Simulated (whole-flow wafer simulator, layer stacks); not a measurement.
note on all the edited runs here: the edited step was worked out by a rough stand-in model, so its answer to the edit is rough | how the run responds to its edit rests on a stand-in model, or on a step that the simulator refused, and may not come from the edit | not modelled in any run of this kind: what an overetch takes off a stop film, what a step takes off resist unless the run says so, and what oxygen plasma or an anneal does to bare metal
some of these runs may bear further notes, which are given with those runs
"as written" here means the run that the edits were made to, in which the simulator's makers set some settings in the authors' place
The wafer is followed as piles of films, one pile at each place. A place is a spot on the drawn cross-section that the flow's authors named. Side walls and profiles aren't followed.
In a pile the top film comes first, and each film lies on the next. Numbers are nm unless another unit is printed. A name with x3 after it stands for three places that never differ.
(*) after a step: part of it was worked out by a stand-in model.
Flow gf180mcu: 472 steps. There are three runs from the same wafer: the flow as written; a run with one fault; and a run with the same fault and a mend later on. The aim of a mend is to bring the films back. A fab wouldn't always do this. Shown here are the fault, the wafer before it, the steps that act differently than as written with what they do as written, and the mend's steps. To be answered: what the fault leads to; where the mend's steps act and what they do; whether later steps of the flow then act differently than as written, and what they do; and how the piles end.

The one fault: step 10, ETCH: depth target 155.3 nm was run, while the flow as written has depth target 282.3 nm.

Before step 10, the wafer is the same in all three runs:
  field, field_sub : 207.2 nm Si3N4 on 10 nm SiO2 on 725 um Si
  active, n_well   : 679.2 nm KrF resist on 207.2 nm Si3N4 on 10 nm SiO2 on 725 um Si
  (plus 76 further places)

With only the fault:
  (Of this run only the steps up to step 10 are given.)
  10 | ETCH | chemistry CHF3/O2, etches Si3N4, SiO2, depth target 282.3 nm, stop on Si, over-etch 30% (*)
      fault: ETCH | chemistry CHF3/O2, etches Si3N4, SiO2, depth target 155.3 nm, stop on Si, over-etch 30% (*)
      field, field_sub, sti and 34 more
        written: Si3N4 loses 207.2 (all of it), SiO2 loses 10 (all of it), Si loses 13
        fault: Si3N4 loses 155.3
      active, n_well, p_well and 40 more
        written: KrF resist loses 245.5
        fault: KrF resist loses 135
  The piles after step 10 differ from the flow's at field, field_sub, active and 77 more by more than 2% or 0.5 nm, whichever is larger.
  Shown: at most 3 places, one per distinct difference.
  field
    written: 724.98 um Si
    fault: 51.9 nm Si3N4 on 10 nm SiO2 on 725 um Si
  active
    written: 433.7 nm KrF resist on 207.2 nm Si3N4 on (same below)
    fault: 544.2 nm KrF resist on 207.2 nm Si3N4 on (same below)

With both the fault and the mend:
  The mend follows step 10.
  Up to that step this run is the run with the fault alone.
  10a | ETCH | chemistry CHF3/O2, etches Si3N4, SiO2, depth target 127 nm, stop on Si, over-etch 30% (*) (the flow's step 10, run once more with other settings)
      active, n_well, p_well and 40 more
        KrF resist loses 110.5
      field, field_sub, sti and 34 more
        Si3N4 loses 51.9 (all of it), SiO2 loses 10 (all of it), Si loses 13
  Later steps of the flow that are run all act as written at every place that is followed.
  The piles end the same as the flow's at every place that both follow.
